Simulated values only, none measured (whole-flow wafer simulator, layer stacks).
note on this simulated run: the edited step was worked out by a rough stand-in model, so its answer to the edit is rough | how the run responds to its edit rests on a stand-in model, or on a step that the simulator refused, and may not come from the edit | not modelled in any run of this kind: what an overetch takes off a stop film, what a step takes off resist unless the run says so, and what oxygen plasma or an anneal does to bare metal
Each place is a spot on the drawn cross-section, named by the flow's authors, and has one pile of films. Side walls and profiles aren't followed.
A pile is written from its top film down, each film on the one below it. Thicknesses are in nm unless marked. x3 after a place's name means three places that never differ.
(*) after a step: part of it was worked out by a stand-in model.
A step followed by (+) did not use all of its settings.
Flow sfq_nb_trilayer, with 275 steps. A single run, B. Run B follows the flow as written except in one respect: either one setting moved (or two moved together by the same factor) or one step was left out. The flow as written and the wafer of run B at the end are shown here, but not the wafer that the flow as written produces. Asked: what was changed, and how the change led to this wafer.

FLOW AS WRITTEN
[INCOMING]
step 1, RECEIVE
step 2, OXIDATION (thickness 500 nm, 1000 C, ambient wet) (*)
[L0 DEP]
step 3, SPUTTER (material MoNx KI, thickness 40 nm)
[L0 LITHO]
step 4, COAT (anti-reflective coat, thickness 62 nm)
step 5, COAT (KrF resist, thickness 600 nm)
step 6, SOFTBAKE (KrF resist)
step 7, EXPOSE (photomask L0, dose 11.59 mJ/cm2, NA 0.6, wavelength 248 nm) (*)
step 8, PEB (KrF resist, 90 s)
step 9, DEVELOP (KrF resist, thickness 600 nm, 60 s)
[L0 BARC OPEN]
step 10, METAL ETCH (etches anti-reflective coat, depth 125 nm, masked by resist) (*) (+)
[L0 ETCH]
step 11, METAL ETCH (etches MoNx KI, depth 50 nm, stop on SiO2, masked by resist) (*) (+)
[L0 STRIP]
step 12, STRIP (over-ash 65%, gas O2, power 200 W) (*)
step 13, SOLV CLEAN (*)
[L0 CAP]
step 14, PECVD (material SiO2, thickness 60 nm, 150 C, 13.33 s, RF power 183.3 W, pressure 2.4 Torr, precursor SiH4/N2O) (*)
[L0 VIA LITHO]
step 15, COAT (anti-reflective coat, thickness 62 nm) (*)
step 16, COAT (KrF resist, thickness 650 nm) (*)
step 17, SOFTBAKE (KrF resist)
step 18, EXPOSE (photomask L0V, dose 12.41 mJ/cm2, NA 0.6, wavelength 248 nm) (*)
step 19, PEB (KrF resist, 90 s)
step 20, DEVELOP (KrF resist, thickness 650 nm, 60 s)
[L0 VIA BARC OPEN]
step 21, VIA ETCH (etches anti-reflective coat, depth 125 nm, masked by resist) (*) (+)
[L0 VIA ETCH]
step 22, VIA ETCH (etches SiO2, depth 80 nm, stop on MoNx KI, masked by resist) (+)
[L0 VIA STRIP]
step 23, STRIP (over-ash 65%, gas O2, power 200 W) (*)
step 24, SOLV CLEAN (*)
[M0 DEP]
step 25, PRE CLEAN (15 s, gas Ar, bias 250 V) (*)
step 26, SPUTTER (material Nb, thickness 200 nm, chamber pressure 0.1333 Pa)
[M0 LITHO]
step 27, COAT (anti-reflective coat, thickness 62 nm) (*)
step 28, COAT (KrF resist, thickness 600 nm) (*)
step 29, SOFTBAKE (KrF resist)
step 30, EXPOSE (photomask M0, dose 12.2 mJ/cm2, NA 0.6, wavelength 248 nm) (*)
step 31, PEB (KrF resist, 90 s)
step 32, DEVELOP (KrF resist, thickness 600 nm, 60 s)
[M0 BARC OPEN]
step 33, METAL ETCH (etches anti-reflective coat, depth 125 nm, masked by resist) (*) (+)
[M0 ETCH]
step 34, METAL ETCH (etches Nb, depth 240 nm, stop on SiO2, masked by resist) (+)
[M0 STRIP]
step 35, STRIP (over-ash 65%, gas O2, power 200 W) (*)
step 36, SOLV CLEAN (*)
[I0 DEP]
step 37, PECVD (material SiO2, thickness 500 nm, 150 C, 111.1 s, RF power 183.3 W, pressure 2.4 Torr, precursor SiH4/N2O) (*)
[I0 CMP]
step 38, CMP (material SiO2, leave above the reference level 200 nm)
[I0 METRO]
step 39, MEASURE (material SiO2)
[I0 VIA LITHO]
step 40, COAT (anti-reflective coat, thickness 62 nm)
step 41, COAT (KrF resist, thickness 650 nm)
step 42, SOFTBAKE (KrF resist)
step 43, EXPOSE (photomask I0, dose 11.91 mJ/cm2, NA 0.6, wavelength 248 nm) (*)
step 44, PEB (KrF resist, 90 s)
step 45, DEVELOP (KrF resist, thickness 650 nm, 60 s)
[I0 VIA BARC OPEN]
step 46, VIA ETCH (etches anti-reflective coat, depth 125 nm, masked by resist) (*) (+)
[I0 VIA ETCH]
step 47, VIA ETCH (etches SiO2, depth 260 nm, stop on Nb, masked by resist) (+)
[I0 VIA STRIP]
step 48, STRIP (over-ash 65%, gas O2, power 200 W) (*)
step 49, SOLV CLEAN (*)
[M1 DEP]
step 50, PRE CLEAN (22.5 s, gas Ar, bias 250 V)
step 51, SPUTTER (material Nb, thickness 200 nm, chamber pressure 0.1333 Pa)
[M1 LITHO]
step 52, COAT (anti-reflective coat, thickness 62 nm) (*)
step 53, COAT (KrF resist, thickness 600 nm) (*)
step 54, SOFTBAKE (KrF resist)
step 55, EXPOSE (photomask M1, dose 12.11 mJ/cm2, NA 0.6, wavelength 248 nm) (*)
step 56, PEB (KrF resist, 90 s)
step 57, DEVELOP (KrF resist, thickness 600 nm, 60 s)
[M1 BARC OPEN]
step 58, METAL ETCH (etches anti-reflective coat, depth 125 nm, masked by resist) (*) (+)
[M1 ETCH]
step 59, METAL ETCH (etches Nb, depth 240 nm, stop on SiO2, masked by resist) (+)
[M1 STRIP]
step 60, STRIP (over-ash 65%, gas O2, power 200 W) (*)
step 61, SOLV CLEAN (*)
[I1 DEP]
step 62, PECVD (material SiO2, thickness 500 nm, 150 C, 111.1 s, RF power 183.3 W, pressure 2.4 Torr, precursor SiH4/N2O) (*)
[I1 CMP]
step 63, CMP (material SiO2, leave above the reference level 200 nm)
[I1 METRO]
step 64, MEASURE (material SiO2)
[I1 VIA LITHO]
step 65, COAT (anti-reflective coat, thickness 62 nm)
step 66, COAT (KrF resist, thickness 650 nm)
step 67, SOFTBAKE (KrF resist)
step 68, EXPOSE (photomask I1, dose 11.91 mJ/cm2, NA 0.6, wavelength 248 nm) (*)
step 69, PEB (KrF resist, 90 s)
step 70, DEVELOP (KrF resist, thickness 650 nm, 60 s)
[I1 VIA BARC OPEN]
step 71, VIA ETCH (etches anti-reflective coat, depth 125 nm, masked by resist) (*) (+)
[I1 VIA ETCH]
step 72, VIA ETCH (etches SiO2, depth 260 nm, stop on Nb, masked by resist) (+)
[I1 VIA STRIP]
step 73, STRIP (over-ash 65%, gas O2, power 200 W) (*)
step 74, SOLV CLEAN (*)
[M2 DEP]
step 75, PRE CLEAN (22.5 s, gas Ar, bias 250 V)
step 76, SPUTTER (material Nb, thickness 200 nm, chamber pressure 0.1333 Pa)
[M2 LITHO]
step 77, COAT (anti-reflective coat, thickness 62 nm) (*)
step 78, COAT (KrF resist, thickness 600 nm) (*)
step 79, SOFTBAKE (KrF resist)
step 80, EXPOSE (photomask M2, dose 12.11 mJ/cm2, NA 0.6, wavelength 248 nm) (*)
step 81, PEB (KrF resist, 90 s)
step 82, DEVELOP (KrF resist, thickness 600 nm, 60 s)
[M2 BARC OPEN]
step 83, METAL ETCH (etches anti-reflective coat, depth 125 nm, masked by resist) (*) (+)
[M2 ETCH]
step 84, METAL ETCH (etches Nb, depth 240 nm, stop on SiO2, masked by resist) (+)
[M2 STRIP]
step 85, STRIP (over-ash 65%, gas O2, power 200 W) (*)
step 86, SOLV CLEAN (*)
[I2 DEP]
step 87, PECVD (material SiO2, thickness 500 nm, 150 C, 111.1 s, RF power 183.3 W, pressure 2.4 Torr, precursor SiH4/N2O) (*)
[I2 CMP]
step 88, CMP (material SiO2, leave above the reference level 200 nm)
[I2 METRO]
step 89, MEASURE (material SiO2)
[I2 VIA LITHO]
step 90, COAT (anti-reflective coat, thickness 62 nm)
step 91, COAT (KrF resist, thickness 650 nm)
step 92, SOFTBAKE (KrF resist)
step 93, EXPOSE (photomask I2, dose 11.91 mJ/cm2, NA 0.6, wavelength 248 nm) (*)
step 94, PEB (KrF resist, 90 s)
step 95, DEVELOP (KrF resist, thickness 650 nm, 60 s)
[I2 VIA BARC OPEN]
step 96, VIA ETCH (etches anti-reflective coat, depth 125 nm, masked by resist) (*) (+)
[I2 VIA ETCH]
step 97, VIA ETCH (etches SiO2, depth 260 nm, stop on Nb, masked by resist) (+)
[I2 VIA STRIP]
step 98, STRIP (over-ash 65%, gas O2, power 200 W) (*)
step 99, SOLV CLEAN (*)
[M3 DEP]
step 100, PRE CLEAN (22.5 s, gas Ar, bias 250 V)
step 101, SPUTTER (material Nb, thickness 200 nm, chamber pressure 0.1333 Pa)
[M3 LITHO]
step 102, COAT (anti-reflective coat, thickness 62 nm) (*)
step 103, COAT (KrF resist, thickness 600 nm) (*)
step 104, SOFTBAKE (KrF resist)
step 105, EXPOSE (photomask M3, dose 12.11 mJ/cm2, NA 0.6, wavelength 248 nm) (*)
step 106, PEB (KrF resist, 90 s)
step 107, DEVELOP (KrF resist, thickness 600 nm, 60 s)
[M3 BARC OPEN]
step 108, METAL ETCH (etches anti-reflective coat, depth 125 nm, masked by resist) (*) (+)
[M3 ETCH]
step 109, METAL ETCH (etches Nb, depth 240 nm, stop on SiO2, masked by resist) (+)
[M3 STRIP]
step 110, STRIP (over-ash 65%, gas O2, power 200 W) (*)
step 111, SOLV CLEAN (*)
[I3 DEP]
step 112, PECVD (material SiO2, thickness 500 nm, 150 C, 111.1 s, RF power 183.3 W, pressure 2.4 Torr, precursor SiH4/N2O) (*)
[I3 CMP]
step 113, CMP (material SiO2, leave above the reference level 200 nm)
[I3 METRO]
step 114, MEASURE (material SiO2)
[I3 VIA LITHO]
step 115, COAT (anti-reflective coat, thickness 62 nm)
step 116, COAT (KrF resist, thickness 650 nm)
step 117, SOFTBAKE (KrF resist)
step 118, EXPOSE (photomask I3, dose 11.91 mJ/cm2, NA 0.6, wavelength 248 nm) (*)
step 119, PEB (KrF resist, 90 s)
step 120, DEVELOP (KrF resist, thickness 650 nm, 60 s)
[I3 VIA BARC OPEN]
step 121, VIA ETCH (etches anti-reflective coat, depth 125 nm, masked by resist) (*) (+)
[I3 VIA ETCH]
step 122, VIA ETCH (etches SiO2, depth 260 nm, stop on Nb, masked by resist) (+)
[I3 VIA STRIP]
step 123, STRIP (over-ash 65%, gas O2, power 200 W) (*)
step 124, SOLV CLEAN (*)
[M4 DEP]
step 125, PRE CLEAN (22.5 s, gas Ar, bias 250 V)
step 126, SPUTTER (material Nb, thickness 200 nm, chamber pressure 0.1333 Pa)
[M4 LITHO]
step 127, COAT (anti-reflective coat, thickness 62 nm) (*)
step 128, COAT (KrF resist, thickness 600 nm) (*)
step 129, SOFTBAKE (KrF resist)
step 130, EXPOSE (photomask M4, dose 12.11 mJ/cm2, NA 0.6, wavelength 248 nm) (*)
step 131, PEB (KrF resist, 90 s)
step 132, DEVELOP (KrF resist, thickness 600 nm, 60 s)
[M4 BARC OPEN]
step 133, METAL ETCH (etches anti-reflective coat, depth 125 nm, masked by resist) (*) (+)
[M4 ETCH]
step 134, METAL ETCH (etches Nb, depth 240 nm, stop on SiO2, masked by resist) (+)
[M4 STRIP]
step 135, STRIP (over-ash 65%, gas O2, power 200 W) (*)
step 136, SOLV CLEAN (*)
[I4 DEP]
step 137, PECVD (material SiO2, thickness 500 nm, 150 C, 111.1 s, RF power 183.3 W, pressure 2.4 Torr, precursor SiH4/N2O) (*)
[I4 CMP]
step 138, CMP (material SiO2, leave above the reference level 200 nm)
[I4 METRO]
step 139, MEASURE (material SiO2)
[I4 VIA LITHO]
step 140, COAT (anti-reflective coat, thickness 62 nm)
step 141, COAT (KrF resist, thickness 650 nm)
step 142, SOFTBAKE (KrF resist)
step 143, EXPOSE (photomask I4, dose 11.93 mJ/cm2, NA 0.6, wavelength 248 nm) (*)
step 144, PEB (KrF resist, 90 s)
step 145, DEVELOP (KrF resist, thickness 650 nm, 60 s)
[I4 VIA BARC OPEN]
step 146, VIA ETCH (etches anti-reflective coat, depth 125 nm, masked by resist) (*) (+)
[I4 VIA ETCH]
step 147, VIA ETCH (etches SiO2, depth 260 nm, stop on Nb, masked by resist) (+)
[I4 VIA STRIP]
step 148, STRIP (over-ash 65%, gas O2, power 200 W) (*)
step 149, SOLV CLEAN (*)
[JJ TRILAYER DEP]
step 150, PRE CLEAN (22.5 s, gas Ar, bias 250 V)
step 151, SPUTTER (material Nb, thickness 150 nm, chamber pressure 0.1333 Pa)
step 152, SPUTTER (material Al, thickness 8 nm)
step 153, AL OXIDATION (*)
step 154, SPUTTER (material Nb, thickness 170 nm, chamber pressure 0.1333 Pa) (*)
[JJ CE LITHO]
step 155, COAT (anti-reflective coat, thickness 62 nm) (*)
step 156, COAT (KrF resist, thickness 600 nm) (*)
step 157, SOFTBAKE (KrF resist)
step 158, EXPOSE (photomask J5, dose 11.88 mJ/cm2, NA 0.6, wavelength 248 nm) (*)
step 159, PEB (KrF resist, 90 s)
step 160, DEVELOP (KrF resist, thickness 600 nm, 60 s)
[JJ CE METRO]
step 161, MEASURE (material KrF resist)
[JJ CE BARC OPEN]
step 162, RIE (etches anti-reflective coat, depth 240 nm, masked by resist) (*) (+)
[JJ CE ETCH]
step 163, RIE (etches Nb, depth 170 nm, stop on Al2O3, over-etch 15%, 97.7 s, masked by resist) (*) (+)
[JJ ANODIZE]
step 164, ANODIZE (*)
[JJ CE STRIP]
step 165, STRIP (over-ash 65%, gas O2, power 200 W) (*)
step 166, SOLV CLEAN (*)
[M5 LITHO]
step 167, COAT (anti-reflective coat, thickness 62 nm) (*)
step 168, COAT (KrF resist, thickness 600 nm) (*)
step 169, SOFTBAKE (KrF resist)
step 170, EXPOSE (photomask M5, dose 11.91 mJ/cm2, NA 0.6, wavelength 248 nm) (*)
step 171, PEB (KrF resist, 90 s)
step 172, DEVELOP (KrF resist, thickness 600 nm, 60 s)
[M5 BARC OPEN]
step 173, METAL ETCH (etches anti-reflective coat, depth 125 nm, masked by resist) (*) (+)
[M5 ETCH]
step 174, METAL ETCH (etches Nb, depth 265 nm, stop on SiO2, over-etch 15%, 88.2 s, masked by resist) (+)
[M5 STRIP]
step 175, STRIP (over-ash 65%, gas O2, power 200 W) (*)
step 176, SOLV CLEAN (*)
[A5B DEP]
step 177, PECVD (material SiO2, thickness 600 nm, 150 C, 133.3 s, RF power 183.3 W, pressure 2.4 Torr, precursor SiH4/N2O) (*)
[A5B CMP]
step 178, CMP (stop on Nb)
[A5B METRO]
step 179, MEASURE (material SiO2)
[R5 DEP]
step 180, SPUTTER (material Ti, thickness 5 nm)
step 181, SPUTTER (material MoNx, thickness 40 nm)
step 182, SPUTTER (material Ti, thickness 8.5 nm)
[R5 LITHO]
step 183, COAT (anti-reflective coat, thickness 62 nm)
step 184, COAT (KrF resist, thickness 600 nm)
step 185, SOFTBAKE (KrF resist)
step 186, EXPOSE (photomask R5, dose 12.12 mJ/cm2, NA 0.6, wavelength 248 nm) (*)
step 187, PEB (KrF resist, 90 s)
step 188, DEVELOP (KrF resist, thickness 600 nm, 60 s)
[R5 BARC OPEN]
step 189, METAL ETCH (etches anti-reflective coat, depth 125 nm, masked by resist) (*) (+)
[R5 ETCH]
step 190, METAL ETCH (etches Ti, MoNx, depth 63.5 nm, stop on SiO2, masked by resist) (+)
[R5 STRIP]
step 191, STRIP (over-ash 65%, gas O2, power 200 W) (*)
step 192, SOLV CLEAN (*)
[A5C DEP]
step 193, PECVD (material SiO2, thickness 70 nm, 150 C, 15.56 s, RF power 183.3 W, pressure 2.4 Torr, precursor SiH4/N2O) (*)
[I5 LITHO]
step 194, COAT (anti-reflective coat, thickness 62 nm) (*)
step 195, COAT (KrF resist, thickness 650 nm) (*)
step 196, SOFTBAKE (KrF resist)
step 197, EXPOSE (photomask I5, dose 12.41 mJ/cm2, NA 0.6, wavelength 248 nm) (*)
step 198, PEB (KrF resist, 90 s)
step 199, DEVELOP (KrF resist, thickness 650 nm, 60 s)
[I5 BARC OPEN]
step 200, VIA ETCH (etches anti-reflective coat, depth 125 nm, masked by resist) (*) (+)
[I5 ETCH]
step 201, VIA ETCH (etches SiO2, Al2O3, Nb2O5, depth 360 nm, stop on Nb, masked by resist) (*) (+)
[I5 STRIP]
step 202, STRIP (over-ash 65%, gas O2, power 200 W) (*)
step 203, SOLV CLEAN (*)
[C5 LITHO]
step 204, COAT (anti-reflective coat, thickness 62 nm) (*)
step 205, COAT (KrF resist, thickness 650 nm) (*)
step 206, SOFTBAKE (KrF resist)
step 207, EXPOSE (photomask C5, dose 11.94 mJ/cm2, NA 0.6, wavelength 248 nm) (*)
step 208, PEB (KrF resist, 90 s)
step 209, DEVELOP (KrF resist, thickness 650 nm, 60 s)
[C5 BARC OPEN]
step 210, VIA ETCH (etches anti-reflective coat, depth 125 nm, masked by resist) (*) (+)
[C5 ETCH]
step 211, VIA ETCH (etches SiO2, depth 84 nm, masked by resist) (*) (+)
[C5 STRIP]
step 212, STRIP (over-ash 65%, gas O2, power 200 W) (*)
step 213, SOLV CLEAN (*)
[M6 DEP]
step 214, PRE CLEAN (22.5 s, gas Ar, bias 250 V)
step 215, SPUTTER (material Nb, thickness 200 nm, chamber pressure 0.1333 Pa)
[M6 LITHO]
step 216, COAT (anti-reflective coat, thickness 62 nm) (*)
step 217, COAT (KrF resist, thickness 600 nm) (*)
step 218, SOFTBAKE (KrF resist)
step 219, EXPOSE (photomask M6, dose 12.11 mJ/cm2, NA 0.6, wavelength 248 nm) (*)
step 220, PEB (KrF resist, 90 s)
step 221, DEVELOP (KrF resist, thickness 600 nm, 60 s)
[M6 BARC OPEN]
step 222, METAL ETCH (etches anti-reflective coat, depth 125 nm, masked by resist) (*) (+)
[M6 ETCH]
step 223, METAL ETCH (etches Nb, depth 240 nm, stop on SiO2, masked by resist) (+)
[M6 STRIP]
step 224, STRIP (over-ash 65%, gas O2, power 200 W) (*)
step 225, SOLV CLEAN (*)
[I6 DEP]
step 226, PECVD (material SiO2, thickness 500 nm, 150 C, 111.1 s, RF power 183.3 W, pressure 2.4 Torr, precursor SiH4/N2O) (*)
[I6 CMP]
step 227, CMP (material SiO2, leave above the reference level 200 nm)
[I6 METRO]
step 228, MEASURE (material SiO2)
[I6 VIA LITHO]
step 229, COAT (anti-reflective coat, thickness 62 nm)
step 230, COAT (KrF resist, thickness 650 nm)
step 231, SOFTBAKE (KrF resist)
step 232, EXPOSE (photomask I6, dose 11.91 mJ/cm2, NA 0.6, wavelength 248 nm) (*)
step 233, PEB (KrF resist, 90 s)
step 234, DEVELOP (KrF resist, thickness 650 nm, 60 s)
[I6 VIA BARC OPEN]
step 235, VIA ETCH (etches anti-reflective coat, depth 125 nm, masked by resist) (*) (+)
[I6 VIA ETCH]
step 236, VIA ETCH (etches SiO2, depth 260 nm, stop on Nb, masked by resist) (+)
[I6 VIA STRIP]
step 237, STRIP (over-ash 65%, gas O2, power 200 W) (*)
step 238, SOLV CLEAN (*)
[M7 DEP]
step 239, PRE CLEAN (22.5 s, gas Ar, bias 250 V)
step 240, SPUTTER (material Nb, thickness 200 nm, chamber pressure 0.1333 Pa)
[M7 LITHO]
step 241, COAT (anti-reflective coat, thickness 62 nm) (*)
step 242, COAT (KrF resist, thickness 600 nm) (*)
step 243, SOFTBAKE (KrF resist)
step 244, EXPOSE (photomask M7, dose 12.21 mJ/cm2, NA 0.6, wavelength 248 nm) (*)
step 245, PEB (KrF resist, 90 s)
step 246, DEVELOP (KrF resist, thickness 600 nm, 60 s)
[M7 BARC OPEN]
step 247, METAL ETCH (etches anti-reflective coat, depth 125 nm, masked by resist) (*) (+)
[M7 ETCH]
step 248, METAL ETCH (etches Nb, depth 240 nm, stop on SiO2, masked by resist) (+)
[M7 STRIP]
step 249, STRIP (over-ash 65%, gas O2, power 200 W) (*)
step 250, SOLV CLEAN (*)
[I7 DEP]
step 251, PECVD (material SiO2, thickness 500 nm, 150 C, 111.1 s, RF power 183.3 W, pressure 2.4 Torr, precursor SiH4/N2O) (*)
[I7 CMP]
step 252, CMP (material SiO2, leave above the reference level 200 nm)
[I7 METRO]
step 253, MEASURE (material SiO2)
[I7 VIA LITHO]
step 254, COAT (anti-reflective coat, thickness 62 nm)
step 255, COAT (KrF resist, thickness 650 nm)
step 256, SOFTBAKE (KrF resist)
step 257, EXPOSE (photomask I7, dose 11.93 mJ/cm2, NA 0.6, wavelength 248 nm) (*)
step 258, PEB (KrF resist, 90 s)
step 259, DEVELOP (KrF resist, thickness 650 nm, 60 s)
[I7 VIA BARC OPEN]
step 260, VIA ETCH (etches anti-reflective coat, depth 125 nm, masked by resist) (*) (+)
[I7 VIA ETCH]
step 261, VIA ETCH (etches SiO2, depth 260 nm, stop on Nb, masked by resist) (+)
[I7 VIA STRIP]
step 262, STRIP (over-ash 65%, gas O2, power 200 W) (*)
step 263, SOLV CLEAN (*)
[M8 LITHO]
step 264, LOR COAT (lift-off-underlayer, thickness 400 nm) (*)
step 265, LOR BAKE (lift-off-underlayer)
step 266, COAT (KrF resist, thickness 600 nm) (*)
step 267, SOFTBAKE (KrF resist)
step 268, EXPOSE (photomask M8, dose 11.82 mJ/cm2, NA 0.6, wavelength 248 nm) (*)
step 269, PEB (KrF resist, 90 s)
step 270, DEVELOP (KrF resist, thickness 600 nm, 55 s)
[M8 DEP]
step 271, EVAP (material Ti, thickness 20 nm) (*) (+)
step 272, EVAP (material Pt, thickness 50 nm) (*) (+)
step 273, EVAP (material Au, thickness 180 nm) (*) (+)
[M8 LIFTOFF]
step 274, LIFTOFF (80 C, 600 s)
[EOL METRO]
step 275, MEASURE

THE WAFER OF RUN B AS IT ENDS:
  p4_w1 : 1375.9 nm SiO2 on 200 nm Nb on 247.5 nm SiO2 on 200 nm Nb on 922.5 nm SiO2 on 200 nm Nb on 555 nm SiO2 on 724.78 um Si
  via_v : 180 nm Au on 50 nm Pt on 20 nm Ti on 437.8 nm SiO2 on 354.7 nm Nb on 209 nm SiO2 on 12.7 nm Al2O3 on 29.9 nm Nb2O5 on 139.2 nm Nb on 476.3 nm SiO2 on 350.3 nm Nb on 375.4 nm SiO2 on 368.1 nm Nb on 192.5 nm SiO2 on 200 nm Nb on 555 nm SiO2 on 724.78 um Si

What caused this: step 87, PECVD: thickness 345 nm was run, whereas the flow has thickness 500 nm; step 87, PECVD: 76.67 s was run, where the flow has 111.1 s.

Step by step, how the change led to this:
  step 87, PECVD (material SiO2, thickness 500 nm, 150 C, 111.1 s, RF power 183.3 W, pressure 2.4 Torr, precursor SiH4/N2O) (*)
      field_l, be, be_sur and 81 more: +345 SiO2 (in the flow as written it would be: +500 SiO2)
      v_sur, via_wl, via_w and 18 more: +345 SiO2 (new film) (in the flow as written it would be: +500 SiO2 (new film))
      (and at 1 other place as well)
  step 88, CMP (material SiO2, leave above the reference level 200 nm)
      field_l, be, be_sur and 81 more: nothing (in the flow as written it would be: -100 SiO2)
      via_v: nothing (in the flow as written it would be: -181.6 SiO2)
      (and at 21 other places as well)
  step 90, COAT (anti-reflective coat, thickness 62 nm)
      m0r_line_l, m0r_line_r, m5r_line_l, m6r_line_l, m6r_line_r, m7r_line_l, m7r_line_r: +63.5 anti-reflective coat (new film) (in the flow as written it would be: +62 anti-reflective coat (new film))
      m0r_space_l, m0r_space_r, m6r_space_l, m6r_space_r, m7r_space_l, m7r_space_r: +69.9 anti-reflective coat (new film) (in the flow as written it would be: +62 anti-reflective coat (new film))
      (and at 54 other places as well)
  step 91, COAT (KrF resist, thickness 650 nm)
      v_sur: +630 KrF resist (new film) (in the flow as written it would be: +650 KrF resist (new film))
      via_wl: +627.6 KrF resist (new film) (in the flow as written it would be: +650 KrF resist (new film))
      (and at 12 other places as well)
  step 95, DEVELOP (KrF resist, thickness 650 nm, 60 s)
      via_w: -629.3 KrF resist (all of it) (in the flow as written it would be: -648.6 KrF resist (all of it))
  step 96, VIA ETCH (etches anti-reflective coat, depth 125 nm, masked by resist) (*) (+)
      field_l, v_sur, via_wl and 102 more: -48 KrF resist (in the flow as written it would be: -51.7 KrF resist)
      via_w: -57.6 anti-reflective coat (all of it), -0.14 SiO2 (in the flow as written it would be: -62 anti-reflective coat (all of it), -0.16 SiO2)
  step 98, STRIP (over-ash 65%, gas O2, power 200 W) (*)
      m0r_line_l, m0r_line_r, m6r_line_l, m6r_line_r, m7r_line_l, m7r_line_r: -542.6 KrF resist (all of it), -63.5 anti-reflective coat (all of it) (in the flow as written it would be: -528.6 KrF resist (all of it), -62 anti-reflective coat (all of it))
      m0r_space_l, m0r_space_r, m6r_space_l, m6r_space_r, m7r_space_l, m7r_space_r: -538.3 KrF resist (all of it), -69.9 anti-reflective coat (all of it) (in the flow as written it would be: -528.6 KrF resist (all of it), -62 anti-reflective coat (all of it))
      (and at 55 other places as well)
  step 102, COAT (anti-reflective coat, thickness 62 nm) (*)
      m0r_line_l, m0r_line_r, m5r_line_l, m5r_line_r, m6r_line_l, m6r_line_r, m7r_line_l, m7r_line_r: +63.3 anti-reflective coat (new film) (in the flow as written it would be: +62 anti-reflective coat (new film))
      m0r_space_l, m0r_space_r, m6r_space_l, m6r_space_r, m7r_space_l, m7r_space_r: +68.5 anti-reflective coat (new film) (in the flow as written it would be: +62 anti-reflective coat (new film))
      (and at 51 other places as well)
  step 103, COAT (KrF resist, thickness 600 nm) (*)
      v_sur: +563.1 KrF resist (new film) (in the flow as written it would be: +582.9 KrF resist (new film))
      via_wl: +576.4 KrF resist (new film) (in the flow as written it would be: +601.8 KrF resist (new film))
      (and at 14 other places as well)
  step 107, DEVELOP (KrF resist, thickness 600 nm, 60 s)
      wl_d_sl: -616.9 KrF resist (all of it) (in the flow as written it would be: -598.7 KrF resist (all of it))
      wl_d_m1: -618.7 KrF resist (all of it) (in the flow as written it would be: -598.7 KrF resist (all of it))
      (and at 6 other places as well)
  step 108, METAL ETCH (etches anti-reflective coat, depth 125 nm, masked by resist) (*) (+)
      v_sur, via_wl, via_w and 28 more: -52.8 KrF resist (in the flow as written it would be: -51.7 KrF resist)
      m0r_line_l, m0r_line_r, m5r_line_l, m5r_line_r, m6r_line_l, m6r_line_r, m7r_line_l, m7r_line_r: -63.3 anti-reflective coat (all of it) (in the flow as written it would be: -62 anti-reflective coat (all of it))
      (and at 35 other places as well)
  step 110, STRIP (over-ash 65%, gas O2, power 200 W) (*)
      wl_a_sl, wl_b_sr: -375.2 KrF resist (all of it), -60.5 anti-reflective coat (all of it) (in the flow as written it would be: -382.4 KrF resist (all of it), -62 anti-reflective coat (all of it))
      wl_a_sr, wl_b_sl: -375.7 KrF resist (all of it), -60.6 anti-reflective coat (all of it) (in the flow as written it would be: -382.4 KrF resist (all of it), -62 anti-reflective coat (all of it))
      (and at 18 other places as well)
  step 113, CMP (material SiO2, leave above the reference level 200 nm)
      field_l, be, be_sur and 64 more: -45 SiO2 (in the flow as written it would be: -100 SiO2)
      p4_w1, p4_w2, p4_w3 and 6 more: -245 SiO2 (in the flow as written it would be: -300 SiO2)
      (and at 9 other places as well)
  step 122, VIA ETCH (etches SiO2, depth 260 nm, stop on Nb, masked by resist) (+)
      via_v: -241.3 SiO2 (all of it) (in the flow as written it would be: -199.8 SiO2 (all of it))
  step 126, SPUTTER (material Nb, thickness 200 nm, chamber pressure 0.1333 Pa)
      via_v: +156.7 Nb (in the flow as written it would be: +165.5 Nb)
  step 127, COAT (anti-reflective coat, thickness 62 nm) (*)
      via_v: +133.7 anti-reflective coat (new film) (in the flow as written it would be: +124.8 anti-reflective coat (new film))
  ... 2 other steps ...
  step 137, PECVD (material SiO2, thickness 500 nm, 150 C, 111.1 s, RF power 183.3 W, pressure 2.4 Torr, precursor SiH4/N2O) (*)
      via_v: +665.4 SiO2 (new film) (in the flow as written it would be: +615 SiO2 (new film))
